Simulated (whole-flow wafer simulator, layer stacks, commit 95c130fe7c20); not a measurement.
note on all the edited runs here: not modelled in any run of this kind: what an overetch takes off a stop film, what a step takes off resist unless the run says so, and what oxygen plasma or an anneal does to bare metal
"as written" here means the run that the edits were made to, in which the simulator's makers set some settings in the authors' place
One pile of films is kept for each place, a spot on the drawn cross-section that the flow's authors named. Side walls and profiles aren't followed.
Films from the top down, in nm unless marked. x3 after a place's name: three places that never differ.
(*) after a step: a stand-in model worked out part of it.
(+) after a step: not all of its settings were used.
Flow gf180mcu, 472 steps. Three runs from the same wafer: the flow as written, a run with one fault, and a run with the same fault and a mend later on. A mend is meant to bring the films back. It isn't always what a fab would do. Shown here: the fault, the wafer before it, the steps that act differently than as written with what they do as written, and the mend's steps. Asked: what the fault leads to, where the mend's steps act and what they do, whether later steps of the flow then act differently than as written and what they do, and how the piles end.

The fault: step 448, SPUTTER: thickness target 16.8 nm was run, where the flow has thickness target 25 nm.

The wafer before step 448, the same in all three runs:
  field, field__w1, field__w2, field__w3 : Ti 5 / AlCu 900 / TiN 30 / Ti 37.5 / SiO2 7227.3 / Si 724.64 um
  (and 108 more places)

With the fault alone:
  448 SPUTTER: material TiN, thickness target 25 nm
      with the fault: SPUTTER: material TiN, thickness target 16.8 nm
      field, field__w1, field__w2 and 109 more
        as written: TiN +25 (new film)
        with the fault: TiN +16.8 (new film)
  Later steps of the flow that act differently than as written (5 more steps differ only slightly, by at most 2% or 0.5 nm, whichever is larger, and aren't shown):
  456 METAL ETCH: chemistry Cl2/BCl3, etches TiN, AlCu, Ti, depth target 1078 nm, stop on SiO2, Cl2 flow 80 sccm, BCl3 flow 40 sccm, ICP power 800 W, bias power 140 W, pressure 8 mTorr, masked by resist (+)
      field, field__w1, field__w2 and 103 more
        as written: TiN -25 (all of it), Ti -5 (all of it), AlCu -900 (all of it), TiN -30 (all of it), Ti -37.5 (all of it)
        with the fault: TiN -16.8 (all of it), Ti -5 (all of it), AlCu -900 (all of it), TiN -30 (all of it), Ti -37.5 (all of it)
  At the end the piles differ from the flow's by more than 2% or 0.5 nm, whichever is larger, at field__w8, contact, m1, m1__w1, pad, m1_nw.
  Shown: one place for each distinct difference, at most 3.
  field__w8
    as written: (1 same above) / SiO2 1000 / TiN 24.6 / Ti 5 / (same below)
    with the fault: (1 same above) / SiO2 1000 / TiN 16.4 / Ti 5 / (same below)
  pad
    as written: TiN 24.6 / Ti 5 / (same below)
    with the fault: TiN 16.4 / Ti 5 / (same below)

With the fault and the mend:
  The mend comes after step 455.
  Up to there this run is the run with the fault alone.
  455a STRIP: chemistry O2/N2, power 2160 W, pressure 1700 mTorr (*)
      field__w8, contact, m1, m1__w1, pad, m1_nw
        resist -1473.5 (all of it)
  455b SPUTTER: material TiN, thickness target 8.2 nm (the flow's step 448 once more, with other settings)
      field, field__w1, field__w2 and 109 more
        TiN +8.2
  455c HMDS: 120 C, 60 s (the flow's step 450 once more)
      changes no film at any place that is followed
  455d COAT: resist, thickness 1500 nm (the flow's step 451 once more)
      field, field__w1, field__w2 and 109 more
        resist +1500 (new film)
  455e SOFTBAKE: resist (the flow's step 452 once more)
      changes no film at any place that is followed
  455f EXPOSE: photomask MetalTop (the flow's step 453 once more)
      changes no film at any place that is followed
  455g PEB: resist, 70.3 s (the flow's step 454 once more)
      field, field__w1, field__w2 and 109 more
        resist -26.5
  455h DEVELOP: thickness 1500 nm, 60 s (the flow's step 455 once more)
      field, field__w1, field__w2 and 103 more
        resist -1473.5 (all of it)
  No later step of the flow acts differently than as written at any place that is followed.
  At the end the piles are the same as the flow's at every place that both follow.
